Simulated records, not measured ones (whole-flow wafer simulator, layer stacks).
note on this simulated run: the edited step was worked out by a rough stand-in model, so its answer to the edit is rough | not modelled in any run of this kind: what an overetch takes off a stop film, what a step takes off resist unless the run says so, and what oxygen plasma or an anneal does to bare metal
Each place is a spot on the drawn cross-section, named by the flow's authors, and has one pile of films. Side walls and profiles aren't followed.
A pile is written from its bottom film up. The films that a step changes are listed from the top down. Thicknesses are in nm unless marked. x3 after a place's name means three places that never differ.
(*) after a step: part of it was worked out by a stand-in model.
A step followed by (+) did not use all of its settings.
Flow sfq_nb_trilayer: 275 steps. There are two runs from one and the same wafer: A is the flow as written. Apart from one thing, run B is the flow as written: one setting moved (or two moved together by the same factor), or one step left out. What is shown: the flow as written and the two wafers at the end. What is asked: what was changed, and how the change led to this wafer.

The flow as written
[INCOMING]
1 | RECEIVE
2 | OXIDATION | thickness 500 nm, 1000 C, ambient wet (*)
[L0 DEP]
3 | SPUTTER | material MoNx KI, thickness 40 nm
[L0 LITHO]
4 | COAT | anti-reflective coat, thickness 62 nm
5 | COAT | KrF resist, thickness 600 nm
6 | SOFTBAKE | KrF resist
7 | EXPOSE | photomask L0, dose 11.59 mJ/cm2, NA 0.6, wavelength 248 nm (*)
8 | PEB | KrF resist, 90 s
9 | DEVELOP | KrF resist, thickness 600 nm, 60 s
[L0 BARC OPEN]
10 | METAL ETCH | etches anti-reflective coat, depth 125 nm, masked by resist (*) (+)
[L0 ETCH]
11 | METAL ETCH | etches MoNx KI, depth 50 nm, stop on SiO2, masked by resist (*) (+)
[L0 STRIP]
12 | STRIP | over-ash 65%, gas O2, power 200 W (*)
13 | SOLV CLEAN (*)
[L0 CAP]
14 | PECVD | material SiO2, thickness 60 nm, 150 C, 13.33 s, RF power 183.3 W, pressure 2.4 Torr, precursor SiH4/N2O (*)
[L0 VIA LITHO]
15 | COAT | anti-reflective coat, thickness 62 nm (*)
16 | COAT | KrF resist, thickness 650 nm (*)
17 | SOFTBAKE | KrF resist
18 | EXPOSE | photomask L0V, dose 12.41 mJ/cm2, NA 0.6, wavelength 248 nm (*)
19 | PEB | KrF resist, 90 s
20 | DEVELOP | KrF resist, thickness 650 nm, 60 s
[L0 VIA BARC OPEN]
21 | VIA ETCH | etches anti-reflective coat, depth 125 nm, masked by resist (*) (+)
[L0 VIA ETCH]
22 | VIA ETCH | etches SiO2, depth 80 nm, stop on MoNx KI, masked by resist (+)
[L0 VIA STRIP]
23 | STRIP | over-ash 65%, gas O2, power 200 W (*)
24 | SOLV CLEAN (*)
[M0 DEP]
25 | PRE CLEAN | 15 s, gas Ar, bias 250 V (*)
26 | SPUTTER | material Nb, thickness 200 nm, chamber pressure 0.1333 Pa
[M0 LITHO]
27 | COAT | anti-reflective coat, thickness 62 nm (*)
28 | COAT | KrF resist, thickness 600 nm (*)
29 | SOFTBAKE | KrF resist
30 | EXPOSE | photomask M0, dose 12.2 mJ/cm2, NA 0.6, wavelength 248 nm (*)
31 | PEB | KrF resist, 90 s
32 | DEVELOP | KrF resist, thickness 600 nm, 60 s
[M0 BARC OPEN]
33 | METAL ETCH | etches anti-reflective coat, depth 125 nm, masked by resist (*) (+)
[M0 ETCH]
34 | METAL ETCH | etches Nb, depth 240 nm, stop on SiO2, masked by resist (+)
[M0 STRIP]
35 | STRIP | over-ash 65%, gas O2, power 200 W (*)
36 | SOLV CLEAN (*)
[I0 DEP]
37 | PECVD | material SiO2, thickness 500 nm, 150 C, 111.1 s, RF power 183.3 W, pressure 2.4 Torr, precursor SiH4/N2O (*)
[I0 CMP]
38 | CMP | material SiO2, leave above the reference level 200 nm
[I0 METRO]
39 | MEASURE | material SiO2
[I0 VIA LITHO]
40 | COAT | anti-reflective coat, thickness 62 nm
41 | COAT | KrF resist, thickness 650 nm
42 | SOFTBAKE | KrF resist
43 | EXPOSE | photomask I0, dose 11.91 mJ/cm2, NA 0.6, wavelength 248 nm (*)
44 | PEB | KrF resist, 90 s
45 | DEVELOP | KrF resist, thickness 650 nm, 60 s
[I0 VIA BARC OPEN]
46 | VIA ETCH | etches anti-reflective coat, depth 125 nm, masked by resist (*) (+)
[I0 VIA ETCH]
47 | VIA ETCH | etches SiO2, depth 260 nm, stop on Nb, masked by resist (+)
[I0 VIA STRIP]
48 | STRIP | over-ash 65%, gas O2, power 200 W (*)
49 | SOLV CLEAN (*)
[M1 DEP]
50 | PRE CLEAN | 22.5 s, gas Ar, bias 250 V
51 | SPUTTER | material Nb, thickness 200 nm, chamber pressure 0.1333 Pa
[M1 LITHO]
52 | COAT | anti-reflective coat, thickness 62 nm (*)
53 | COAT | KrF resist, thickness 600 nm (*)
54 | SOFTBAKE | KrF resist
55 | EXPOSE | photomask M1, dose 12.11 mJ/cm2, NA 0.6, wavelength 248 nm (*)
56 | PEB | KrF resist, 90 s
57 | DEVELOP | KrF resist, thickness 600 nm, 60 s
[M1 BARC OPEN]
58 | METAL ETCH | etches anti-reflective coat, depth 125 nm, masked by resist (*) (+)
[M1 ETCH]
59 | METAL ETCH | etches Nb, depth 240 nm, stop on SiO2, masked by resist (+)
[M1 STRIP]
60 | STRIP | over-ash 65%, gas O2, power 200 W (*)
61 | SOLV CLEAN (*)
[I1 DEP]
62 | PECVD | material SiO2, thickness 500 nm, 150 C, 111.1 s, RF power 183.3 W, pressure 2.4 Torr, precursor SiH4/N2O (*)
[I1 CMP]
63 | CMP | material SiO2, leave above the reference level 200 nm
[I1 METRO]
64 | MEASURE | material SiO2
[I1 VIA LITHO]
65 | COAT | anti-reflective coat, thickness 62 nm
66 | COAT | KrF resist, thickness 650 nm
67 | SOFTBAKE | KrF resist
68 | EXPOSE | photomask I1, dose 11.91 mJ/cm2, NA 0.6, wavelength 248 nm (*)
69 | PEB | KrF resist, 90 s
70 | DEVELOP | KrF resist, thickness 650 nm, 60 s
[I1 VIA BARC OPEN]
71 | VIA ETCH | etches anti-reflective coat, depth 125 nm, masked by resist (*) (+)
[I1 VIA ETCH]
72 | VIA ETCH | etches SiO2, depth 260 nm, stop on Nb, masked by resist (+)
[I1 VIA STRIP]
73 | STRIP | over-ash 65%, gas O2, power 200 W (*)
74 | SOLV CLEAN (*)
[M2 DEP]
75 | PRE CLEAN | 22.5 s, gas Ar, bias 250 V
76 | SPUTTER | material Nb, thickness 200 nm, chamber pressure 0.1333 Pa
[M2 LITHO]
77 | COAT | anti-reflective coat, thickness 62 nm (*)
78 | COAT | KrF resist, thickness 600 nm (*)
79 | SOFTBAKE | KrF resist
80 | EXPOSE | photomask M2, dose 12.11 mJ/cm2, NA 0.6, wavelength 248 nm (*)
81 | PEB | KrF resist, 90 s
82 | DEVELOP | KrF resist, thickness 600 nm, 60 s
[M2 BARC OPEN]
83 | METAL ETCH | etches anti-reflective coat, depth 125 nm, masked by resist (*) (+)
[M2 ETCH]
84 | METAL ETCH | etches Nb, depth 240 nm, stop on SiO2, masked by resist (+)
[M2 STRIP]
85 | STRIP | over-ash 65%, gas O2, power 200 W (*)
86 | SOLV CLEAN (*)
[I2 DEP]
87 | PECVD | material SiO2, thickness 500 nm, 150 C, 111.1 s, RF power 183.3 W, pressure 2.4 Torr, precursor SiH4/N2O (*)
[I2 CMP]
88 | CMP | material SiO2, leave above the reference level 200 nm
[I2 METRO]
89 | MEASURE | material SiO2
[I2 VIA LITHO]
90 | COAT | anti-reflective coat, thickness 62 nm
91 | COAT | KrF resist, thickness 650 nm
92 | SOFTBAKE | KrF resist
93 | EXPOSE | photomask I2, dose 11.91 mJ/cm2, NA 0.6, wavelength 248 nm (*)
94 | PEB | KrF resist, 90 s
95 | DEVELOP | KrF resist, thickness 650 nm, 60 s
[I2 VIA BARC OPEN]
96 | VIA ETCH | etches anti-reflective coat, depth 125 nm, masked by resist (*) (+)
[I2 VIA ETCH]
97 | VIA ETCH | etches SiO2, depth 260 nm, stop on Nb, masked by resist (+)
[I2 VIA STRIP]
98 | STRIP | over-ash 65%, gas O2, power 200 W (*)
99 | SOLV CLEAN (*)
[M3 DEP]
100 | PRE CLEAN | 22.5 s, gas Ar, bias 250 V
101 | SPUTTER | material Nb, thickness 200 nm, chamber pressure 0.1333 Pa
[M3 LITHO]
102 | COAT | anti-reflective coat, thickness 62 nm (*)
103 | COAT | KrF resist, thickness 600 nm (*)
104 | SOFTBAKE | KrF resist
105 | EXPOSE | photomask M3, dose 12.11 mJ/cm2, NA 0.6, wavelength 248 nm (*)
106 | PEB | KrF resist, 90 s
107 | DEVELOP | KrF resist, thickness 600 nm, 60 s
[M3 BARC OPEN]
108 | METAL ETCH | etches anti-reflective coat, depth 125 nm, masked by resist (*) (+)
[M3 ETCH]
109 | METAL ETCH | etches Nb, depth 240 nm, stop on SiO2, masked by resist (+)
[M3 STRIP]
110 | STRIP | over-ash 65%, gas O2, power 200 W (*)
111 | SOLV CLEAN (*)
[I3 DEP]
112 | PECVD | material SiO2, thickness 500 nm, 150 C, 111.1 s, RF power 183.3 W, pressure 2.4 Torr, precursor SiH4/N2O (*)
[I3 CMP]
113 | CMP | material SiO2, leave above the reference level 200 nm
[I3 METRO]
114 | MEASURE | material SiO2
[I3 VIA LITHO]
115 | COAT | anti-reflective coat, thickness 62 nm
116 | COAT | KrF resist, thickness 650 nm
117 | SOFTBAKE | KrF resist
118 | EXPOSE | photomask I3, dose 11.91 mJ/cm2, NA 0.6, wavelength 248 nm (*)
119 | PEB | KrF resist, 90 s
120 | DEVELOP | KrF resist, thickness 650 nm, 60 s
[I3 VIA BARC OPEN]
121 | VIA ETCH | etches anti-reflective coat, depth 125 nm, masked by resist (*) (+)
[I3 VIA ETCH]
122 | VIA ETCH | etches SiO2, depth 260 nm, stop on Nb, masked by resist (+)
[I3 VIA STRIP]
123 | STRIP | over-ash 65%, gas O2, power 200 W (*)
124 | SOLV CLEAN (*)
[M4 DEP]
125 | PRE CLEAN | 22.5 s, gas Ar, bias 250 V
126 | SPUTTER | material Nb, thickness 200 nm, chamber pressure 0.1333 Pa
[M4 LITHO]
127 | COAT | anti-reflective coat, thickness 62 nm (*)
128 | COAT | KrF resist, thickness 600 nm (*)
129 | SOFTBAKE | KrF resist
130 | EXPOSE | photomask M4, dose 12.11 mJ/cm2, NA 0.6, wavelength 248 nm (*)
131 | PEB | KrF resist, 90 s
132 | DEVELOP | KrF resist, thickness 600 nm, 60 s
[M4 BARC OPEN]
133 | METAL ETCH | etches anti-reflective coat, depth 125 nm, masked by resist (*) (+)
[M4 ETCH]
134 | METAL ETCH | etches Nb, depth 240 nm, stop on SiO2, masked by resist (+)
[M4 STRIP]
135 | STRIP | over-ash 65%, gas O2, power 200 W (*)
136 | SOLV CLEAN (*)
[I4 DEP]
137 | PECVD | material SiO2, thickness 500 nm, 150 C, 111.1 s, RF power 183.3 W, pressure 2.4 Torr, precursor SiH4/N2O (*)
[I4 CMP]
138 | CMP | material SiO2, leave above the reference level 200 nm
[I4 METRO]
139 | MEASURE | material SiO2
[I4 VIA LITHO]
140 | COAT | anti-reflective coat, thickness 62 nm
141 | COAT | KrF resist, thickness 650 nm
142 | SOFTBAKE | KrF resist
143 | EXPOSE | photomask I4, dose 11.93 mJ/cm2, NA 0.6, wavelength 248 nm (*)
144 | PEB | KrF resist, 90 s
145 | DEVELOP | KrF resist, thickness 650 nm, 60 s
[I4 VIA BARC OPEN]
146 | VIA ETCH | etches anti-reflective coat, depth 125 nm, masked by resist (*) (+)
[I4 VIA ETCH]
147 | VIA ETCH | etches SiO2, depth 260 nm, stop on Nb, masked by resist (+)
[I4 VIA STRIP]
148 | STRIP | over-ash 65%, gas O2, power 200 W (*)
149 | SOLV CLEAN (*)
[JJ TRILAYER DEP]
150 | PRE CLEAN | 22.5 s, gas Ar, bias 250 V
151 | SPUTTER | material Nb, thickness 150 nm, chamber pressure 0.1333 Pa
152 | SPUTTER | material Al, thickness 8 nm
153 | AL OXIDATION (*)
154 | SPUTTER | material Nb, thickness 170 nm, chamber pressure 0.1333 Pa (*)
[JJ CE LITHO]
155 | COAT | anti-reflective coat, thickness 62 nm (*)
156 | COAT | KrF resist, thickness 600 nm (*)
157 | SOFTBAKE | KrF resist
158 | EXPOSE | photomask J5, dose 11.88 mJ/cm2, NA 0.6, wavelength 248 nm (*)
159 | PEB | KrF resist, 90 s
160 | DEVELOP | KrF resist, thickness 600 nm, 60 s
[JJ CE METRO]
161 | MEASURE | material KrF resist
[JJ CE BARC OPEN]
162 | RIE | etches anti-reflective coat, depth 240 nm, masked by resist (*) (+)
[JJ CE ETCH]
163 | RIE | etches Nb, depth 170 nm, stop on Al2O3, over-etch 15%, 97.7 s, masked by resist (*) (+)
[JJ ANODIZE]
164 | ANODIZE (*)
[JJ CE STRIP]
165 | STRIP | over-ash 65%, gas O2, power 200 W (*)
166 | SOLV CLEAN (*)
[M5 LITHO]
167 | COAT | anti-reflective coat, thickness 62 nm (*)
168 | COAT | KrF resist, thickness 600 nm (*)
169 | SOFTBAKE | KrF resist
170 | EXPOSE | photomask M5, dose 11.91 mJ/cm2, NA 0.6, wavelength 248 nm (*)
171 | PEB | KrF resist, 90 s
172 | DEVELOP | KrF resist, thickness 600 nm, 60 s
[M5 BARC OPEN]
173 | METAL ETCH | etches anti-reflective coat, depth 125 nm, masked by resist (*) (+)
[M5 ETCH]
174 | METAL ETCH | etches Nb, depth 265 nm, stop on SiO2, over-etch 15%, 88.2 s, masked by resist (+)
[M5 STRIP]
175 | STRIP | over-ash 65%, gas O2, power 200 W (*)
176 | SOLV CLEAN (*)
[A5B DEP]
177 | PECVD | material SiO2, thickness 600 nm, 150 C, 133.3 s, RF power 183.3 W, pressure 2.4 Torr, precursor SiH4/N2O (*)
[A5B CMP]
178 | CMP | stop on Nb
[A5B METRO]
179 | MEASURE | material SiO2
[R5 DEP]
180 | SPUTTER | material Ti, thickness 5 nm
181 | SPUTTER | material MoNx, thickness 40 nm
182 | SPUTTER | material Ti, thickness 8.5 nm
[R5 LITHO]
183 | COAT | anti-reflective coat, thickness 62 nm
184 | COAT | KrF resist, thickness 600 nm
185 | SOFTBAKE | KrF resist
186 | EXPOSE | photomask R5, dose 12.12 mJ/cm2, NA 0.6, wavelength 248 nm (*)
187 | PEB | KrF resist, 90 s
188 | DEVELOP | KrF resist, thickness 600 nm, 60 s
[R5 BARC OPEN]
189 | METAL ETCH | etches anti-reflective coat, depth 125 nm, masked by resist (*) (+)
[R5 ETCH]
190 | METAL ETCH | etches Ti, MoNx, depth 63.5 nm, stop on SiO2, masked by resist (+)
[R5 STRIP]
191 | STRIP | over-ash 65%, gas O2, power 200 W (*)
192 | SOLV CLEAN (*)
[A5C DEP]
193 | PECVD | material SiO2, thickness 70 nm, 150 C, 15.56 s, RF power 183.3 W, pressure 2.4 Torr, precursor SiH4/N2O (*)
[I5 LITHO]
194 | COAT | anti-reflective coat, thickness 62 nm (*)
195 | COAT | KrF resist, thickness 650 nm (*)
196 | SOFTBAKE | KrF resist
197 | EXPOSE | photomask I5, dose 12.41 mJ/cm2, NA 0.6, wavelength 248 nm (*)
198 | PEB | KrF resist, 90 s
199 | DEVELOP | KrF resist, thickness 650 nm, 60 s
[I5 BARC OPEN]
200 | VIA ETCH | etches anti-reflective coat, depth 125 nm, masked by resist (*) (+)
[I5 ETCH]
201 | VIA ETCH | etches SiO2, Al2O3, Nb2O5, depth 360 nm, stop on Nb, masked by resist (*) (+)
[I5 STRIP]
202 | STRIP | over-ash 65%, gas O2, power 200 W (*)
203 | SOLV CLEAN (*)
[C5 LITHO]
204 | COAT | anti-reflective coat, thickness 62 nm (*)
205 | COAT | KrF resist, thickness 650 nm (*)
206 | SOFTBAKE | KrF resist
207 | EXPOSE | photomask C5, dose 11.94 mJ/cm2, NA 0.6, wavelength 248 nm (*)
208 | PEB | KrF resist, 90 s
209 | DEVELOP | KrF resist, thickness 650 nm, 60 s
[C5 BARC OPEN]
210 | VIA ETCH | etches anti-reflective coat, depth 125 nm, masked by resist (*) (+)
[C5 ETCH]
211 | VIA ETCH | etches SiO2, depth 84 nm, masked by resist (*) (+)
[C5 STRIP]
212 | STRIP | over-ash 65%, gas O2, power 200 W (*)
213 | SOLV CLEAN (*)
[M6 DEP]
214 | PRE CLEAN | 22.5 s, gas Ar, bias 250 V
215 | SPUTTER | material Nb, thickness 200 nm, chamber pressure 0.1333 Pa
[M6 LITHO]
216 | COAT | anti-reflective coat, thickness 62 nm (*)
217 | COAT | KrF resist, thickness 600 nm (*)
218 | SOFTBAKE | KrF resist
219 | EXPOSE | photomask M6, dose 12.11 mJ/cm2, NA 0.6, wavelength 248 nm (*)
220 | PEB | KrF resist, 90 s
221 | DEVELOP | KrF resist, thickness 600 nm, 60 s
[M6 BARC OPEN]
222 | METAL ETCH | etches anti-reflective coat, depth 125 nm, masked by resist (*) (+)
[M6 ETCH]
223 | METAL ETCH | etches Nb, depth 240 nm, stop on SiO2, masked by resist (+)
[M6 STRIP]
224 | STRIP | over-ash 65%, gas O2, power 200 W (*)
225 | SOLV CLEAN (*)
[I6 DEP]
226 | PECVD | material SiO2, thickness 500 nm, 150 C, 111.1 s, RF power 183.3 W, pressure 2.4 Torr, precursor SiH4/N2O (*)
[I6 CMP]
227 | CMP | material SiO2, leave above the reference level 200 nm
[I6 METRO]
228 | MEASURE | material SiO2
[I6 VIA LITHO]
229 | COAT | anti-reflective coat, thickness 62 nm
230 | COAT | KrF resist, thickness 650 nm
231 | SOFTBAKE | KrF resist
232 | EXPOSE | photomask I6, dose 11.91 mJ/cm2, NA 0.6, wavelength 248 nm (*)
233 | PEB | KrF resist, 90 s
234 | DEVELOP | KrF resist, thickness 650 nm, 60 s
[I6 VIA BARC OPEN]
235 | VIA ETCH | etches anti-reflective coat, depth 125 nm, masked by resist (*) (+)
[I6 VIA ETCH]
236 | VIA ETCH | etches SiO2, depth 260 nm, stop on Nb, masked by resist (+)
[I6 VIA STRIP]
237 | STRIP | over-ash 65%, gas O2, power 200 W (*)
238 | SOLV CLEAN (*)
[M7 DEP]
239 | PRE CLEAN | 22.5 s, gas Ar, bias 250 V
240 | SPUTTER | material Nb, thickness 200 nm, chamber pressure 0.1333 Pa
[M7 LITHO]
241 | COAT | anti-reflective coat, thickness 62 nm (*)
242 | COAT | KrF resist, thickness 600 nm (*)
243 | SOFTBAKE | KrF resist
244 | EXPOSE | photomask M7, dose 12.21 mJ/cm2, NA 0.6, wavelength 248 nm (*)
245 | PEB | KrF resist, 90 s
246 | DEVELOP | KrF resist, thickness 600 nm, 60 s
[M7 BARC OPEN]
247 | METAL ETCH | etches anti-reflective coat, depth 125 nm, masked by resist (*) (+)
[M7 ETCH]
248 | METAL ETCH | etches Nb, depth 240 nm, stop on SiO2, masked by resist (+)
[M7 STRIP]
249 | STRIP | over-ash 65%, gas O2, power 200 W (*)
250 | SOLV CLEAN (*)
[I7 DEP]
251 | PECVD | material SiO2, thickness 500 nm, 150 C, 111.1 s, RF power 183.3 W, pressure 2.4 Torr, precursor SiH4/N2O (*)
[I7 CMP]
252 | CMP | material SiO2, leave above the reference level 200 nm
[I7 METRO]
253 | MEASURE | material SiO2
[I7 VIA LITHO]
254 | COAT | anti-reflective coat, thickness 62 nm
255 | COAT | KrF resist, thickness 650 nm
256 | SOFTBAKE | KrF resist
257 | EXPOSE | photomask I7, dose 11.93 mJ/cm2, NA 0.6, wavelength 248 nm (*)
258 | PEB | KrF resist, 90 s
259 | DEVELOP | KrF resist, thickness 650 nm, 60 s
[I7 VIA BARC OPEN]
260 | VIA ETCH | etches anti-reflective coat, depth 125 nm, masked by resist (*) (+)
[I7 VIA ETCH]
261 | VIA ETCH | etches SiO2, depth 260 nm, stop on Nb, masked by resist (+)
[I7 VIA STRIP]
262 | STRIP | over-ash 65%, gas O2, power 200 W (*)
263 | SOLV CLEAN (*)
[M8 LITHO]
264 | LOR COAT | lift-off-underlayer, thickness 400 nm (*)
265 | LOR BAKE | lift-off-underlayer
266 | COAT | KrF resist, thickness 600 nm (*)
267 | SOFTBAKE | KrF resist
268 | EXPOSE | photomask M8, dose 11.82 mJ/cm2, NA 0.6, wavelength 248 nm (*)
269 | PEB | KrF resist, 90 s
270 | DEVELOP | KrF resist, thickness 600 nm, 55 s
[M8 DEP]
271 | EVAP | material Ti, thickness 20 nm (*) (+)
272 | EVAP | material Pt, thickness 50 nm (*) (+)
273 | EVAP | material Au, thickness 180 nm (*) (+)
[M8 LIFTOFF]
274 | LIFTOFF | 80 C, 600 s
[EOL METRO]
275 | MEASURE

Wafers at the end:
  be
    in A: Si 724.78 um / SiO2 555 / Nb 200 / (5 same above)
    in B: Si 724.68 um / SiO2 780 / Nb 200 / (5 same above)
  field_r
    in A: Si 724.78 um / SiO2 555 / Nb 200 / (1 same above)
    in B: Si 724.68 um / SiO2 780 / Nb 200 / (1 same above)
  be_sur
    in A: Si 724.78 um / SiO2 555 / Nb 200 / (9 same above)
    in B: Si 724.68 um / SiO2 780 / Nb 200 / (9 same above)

Cause: step 2, OXIDATION: thickness 725 nm was run, while the flow as written has thickness 500 nm.

The path from the change to this, step by step:
  2 | OXIDATION | thickness 500 nm, 1000 C, ambient wet (*)
      field_l, v_sur, via_wl and 103 more: A SiO2 gains 500 (new film), chemical SiO2 loses 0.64 (all of it), Si loses 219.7 | B SiO2 gains 725 (new film), chemical SiO2 loses 0.64 (all of it), Si loses 318.7
